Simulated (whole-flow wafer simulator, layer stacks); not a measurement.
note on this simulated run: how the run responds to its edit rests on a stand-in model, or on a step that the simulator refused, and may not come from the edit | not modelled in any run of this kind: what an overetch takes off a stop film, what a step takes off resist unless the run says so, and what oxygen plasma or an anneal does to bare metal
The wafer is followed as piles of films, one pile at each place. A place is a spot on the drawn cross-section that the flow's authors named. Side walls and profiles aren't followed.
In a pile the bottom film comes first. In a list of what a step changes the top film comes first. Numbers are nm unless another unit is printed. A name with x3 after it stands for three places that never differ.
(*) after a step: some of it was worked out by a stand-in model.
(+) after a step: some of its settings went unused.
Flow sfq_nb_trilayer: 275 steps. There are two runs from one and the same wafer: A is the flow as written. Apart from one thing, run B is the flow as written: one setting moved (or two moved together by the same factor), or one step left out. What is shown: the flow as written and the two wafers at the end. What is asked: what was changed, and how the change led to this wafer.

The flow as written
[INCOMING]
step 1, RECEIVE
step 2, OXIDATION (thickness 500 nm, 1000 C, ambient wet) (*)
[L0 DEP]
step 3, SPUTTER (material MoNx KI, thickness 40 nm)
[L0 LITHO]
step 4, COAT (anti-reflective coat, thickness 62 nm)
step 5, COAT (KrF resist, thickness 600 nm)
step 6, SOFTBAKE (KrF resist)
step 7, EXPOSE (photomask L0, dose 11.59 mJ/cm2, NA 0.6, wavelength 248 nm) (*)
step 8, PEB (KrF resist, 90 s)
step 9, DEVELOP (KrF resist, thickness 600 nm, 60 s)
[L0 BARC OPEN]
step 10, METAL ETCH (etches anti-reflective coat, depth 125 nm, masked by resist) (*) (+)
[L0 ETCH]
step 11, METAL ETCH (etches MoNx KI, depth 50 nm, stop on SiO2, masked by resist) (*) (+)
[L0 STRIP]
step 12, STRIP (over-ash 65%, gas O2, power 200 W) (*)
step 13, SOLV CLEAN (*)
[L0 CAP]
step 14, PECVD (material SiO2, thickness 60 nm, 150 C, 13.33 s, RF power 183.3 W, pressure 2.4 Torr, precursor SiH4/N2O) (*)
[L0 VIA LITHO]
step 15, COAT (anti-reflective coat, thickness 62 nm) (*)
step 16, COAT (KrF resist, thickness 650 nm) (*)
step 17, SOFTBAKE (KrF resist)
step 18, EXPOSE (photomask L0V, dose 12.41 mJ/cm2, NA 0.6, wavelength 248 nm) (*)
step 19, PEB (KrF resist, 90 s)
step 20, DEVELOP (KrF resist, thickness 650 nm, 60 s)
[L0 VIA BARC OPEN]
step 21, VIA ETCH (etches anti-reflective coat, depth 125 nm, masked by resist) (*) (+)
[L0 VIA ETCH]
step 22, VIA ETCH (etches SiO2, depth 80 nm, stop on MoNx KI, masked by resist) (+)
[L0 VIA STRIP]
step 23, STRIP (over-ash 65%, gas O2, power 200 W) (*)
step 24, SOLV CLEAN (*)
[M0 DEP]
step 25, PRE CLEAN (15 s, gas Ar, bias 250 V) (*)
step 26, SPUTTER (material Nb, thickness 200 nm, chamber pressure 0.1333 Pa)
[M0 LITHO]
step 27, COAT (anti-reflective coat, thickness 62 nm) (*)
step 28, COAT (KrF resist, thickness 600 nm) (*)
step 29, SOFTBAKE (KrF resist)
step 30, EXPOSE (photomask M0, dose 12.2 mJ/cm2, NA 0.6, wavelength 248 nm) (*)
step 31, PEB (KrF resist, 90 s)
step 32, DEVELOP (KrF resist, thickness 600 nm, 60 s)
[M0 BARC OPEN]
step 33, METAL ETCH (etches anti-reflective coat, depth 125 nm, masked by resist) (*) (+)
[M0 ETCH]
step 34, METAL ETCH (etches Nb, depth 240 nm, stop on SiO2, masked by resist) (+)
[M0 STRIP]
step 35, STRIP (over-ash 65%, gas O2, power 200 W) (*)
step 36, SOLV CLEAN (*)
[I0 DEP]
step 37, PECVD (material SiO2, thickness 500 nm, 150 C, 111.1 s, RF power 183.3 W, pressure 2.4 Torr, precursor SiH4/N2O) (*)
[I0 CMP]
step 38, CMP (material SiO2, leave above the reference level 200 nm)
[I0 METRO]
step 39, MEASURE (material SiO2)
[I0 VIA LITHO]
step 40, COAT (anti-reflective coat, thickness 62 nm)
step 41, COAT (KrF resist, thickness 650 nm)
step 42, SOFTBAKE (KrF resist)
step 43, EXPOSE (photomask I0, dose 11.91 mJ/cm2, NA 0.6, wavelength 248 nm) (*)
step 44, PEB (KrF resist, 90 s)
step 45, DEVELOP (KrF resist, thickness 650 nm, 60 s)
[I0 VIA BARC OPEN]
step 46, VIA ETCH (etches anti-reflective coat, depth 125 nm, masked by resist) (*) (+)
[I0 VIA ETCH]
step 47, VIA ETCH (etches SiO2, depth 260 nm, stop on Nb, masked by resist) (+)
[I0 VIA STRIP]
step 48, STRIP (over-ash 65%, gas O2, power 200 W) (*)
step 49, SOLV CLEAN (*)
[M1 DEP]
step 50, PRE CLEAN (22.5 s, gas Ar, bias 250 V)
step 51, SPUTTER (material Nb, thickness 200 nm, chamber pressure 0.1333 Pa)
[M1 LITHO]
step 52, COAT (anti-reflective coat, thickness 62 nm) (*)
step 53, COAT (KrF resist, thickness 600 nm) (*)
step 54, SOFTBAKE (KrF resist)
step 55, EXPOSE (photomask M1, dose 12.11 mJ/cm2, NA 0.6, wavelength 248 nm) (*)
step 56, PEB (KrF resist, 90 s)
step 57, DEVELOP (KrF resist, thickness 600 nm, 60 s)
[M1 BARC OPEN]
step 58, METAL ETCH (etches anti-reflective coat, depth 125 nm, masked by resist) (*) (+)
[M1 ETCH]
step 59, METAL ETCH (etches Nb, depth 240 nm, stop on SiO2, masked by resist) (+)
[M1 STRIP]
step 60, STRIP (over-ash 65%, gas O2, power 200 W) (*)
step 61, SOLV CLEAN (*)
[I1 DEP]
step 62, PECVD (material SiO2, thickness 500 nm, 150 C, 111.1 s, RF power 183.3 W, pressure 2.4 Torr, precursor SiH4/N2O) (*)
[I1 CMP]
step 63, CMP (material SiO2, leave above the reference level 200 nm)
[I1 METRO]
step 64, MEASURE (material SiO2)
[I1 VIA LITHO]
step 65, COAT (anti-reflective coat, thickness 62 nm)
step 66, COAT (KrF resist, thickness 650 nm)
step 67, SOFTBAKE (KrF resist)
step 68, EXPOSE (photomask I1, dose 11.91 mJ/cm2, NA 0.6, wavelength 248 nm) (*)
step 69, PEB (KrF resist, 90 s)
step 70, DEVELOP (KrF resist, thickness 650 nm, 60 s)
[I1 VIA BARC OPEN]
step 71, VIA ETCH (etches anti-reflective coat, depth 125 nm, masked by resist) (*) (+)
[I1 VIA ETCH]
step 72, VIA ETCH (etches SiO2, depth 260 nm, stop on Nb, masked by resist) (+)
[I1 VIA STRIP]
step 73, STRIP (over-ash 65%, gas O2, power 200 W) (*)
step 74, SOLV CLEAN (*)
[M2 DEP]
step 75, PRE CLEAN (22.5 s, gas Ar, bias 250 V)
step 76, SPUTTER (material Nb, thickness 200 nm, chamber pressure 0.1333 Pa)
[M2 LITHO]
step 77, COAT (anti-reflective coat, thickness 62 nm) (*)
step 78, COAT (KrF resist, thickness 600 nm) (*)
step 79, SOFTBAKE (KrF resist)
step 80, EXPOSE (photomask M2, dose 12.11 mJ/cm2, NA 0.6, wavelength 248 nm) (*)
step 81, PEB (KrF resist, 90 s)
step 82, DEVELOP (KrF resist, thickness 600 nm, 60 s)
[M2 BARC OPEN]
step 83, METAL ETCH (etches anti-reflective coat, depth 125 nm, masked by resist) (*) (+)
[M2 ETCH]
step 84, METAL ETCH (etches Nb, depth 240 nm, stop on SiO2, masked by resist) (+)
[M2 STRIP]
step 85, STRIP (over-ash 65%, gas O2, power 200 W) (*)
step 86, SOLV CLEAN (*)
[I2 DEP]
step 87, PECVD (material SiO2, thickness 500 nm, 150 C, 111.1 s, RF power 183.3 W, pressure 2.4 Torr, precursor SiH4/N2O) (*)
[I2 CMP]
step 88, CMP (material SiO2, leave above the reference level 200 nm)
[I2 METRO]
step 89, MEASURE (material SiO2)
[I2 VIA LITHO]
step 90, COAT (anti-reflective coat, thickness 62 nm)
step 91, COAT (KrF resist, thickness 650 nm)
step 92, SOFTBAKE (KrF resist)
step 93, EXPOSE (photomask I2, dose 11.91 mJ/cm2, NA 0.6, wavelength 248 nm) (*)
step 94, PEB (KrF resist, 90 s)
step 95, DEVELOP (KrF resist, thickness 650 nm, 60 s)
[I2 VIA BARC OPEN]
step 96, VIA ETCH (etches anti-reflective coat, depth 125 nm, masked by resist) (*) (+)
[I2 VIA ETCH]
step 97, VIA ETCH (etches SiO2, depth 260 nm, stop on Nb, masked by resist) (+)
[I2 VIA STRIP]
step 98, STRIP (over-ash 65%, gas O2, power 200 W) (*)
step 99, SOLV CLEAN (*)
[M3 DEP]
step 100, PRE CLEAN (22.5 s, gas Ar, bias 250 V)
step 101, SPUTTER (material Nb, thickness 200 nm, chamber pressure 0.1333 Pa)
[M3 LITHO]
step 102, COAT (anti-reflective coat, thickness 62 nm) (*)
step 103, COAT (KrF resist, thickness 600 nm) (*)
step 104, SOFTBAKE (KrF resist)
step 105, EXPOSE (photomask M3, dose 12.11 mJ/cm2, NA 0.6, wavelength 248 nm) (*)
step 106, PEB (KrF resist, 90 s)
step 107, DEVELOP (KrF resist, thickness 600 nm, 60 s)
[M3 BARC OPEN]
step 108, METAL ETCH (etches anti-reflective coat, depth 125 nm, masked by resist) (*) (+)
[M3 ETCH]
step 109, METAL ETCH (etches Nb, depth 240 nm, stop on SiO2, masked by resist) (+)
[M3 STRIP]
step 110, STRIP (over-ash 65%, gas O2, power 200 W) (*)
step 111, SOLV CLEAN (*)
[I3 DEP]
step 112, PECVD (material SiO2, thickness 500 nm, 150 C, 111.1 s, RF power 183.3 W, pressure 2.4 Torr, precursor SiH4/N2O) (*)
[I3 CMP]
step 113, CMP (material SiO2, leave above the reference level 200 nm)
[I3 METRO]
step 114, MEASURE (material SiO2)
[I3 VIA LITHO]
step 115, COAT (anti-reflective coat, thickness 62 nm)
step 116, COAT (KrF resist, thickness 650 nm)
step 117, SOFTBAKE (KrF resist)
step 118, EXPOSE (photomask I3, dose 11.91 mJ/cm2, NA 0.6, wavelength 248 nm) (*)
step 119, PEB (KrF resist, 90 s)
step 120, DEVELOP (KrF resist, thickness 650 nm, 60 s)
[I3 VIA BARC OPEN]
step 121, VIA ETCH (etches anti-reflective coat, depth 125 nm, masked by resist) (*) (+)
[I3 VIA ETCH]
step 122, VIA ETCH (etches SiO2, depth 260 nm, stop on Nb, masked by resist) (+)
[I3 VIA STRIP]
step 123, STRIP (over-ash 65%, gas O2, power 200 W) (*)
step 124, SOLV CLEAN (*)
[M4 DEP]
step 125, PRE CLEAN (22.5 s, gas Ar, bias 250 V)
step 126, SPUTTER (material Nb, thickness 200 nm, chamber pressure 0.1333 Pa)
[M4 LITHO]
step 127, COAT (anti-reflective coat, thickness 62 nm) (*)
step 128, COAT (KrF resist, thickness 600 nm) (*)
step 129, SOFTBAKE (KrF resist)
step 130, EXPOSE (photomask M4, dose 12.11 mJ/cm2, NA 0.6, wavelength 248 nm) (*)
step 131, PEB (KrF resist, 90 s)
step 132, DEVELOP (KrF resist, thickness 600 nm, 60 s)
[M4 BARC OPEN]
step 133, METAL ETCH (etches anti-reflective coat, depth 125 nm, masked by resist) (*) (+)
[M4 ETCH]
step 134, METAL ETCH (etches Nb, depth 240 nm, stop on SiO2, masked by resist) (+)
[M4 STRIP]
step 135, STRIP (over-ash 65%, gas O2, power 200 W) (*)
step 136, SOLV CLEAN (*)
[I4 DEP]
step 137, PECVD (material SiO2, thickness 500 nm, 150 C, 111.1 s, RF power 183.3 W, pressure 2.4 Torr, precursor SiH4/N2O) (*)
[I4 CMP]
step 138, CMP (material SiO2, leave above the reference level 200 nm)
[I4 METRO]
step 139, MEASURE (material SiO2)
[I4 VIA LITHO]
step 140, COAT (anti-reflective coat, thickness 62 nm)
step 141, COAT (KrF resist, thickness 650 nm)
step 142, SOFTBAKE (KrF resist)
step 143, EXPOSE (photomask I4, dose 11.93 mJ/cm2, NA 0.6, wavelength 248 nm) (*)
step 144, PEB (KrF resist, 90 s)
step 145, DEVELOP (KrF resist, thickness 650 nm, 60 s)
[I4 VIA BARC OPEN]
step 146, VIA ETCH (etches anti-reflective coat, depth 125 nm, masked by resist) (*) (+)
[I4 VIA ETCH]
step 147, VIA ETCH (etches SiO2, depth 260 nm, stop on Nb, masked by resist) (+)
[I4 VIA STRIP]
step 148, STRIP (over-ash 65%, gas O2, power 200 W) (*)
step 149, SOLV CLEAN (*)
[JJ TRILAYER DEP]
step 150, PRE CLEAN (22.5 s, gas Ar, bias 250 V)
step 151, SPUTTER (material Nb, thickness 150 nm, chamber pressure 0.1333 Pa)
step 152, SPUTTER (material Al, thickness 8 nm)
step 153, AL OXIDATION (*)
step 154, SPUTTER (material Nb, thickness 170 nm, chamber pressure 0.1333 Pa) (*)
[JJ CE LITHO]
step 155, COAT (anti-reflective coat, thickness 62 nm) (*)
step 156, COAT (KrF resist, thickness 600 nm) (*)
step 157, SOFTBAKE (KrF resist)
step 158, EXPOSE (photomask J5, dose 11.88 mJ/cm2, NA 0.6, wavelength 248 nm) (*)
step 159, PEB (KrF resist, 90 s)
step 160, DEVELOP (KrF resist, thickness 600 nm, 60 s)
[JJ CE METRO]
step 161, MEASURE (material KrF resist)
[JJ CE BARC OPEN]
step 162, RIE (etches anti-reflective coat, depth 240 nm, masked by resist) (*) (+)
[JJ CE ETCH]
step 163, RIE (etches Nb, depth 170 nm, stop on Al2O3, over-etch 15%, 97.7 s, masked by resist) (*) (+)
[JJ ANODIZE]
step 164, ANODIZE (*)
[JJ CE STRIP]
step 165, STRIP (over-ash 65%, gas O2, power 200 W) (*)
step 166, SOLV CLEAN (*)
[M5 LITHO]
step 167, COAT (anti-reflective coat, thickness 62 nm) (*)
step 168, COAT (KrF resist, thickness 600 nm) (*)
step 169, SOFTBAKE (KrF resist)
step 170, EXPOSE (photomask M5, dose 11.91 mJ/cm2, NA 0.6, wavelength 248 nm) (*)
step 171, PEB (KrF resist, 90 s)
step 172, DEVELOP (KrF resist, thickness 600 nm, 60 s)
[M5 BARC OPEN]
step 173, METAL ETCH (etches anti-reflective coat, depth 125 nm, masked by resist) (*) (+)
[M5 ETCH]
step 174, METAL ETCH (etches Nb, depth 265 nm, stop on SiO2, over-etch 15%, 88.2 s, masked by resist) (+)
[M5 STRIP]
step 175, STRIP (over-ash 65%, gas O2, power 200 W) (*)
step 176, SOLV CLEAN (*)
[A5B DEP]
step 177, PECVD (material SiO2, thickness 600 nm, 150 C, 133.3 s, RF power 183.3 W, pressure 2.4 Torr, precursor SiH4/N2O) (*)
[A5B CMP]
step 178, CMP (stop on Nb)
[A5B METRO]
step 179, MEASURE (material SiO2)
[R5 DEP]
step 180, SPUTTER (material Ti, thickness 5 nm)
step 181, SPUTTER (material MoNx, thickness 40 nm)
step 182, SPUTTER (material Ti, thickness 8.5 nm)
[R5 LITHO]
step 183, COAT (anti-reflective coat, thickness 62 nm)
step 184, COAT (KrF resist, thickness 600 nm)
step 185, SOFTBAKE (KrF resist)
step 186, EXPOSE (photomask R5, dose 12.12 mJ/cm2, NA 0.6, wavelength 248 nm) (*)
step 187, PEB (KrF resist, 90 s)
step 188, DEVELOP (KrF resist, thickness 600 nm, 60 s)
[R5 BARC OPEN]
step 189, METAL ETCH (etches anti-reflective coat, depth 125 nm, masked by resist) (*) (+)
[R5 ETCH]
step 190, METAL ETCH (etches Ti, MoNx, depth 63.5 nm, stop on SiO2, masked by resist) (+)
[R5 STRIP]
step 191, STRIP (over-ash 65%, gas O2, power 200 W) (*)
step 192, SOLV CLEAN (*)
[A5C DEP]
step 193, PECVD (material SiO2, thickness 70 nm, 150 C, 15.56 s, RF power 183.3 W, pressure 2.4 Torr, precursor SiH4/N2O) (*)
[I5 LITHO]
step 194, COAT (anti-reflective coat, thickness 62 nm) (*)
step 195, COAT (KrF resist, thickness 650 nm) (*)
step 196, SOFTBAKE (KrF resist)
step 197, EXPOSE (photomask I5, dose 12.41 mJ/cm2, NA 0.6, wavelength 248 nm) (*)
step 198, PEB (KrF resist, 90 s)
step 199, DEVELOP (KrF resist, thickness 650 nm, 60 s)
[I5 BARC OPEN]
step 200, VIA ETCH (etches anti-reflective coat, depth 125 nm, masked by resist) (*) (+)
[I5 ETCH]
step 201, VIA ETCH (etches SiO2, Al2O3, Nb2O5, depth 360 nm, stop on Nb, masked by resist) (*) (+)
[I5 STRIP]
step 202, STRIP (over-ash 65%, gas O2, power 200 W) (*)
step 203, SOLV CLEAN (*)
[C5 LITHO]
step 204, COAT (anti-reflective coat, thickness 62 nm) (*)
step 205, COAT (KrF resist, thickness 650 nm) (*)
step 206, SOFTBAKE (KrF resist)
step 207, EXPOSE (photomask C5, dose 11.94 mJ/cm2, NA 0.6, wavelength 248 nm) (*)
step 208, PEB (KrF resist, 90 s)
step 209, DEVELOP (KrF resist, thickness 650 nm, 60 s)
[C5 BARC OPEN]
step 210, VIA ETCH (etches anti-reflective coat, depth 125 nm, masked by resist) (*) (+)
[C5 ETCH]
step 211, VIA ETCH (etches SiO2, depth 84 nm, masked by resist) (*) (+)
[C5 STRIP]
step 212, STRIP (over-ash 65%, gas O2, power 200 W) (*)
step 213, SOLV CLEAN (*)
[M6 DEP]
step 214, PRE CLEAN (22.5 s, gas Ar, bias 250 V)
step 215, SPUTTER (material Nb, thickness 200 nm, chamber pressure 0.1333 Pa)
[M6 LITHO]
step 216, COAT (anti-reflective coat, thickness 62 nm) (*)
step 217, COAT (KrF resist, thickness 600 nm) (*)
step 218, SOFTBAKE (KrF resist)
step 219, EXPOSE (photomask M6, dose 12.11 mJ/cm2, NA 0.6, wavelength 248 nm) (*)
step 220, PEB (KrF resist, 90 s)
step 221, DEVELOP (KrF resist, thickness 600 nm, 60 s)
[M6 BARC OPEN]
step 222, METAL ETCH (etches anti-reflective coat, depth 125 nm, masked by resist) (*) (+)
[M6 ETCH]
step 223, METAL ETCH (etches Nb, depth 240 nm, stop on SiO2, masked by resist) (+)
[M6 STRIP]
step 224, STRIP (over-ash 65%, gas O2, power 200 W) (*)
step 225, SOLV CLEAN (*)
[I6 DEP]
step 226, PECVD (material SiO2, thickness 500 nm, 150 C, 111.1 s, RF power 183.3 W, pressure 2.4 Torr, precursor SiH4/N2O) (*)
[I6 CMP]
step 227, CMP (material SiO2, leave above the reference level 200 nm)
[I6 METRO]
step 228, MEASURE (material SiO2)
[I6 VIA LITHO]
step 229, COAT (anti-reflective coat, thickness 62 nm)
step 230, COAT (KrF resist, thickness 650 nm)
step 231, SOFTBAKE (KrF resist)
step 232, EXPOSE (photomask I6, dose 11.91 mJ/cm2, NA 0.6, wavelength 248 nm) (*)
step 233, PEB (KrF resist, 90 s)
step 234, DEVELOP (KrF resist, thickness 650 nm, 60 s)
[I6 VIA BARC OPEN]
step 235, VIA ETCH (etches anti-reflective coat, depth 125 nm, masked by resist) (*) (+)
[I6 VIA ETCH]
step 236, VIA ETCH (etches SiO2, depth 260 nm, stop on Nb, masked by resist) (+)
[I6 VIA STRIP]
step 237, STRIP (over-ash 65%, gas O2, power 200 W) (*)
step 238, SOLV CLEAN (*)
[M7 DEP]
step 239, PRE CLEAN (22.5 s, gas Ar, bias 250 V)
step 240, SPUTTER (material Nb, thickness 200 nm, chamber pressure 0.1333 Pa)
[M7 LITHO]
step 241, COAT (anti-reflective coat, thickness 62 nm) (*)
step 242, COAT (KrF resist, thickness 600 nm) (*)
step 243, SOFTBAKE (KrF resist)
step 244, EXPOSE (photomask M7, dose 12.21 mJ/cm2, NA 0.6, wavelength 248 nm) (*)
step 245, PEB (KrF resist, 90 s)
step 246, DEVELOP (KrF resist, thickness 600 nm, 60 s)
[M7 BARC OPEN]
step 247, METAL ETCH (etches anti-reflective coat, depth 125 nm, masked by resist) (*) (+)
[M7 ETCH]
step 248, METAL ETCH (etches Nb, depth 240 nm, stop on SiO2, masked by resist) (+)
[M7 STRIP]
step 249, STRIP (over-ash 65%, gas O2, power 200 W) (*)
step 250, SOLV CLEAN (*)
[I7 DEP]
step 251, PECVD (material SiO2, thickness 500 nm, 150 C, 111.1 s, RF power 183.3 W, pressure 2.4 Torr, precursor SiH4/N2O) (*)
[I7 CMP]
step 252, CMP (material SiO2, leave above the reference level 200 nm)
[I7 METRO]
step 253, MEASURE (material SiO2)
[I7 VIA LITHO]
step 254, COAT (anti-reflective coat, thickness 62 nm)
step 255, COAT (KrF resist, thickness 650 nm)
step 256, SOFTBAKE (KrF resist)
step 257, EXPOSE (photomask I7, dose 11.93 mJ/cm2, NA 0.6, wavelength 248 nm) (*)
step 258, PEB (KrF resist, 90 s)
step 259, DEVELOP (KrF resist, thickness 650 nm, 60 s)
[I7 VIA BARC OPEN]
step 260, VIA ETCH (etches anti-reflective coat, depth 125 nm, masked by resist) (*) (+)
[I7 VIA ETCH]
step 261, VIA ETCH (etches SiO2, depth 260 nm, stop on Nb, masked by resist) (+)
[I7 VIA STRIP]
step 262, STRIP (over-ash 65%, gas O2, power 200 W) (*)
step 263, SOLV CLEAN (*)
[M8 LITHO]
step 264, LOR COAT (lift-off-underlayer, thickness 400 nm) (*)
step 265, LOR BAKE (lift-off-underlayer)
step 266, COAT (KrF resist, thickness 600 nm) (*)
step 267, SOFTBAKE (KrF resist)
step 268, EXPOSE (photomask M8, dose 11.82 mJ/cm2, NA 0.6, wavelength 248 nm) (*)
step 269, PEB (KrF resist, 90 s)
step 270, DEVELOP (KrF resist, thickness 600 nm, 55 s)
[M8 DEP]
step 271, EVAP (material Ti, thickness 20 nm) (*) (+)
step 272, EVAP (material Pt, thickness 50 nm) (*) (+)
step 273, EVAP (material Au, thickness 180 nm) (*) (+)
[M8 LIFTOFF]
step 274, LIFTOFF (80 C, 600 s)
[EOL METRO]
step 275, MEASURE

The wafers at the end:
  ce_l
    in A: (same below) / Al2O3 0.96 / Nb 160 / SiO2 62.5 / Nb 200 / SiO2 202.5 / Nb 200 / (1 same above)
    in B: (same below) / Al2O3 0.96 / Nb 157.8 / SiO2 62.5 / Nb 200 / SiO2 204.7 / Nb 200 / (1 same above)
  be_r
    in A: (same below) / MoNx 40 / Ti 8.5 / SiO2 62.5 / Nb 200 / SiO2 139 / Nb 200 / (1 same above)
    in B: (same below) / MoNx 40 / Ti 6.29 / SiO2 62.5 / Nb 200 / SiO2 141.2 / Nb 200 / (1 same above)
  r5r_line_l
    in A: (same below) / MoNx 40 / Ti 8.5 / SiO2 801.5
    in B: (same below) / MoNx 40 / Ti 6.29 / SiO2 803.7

Cause: step 182, SPUTTER: thickness 6.29 nm was run, though the flow has thickness 8.5 nm.
The wafer itself shows it: be_r has Ti 6.29, and step 182 as written asks for 8.5 nm.

The path from the change to this, step by step:
  step 182, SPUTTER (material Ti, thickness 8.5 nm)
      field_l, v_sur, via_wl and 103 more: A Ti gains 8.5 (new film) | B Ti gains 6.29 (new film)
  step 190, METAL ETCH (etches Ti, MoNx, depth 63.5 nm, stop on SiO2, masked by resist) (+)
      field_l, v_sur, via_wl and 92 more: A Ti loses 8.5 (all of it), MoNx loses 40 (all of it), Ti loses 5 (all of it) | B Ti loses 6.29 (all of it), MoNx loses 40 (all of it), Ti loses 5 (all of it)
      ce_l, c5j, ce_r, wl_jj: A Ti loses 8.5 (all of it), MoNx loses 40 (all of it), Ti loses 5 (all of it), Nb loses 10 | B Ti loses 6.29 (all of it), MoNx loses 40 (all of it), Ti loses 5 (all of it), Nb loses 12.2
